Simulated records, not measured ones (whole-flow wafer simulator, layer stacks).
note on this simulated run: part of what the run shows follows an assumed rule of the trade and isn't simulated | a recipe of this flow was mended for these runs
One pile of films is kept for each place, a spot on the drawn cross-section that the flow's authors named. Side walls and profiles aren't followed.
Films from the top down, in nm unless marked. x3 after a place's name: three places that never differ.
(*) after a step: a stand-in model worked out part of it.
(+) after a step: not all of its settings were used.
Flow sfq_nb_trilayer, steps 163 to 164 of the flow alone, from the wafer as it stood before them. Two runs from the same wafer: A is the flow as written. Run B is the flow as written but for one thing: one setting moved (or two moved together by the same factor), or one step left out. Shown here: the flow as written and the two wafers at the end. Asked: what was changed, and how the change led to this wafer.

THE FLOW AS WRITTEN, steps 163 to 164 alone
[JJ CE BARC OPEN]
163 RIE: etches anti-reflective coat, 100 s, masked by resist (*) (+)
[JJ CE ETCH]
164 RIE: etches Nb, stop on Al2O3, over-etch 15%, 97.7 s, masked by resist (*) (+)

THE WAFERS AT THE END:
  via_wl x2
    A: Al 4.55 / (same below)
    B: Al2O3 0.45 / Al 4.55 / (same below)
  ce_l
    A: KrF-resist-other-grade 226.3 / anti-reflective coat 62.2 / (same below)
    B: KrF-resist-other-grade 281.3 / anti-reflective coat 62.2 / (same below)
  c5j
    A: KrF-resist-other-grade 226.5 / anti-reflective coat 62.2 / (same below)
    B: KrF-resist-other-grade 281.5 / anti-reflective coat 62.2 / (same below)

The cause: step 163, RIE: 78 s was run, where the flow has 100 s.

How the change led to this, step by step:
  163 RIE: etches anti-reflective coat, 100 s, masked by resist (*) (+)
      via_wl x2: A anti-reflective coat -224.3 (all of it) | B anti-reflective coat -195
      ce_l, c5j, ce_r, wl_jj: A KrF-resist-other-grade -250 | B KrF-resist-other-grade -195
  164 RIE: etches Nb, stop on Al2O3, over-etch 15%, 97.7 s, masked by resist (*) (+)
      via_wl x2: A Nb -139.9 (all of it), Al2O3 -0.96 (all of it) | B anti-reflective coat -29.3 (all of it), Nb -139.9 (all of it), Al2O3 -0.51
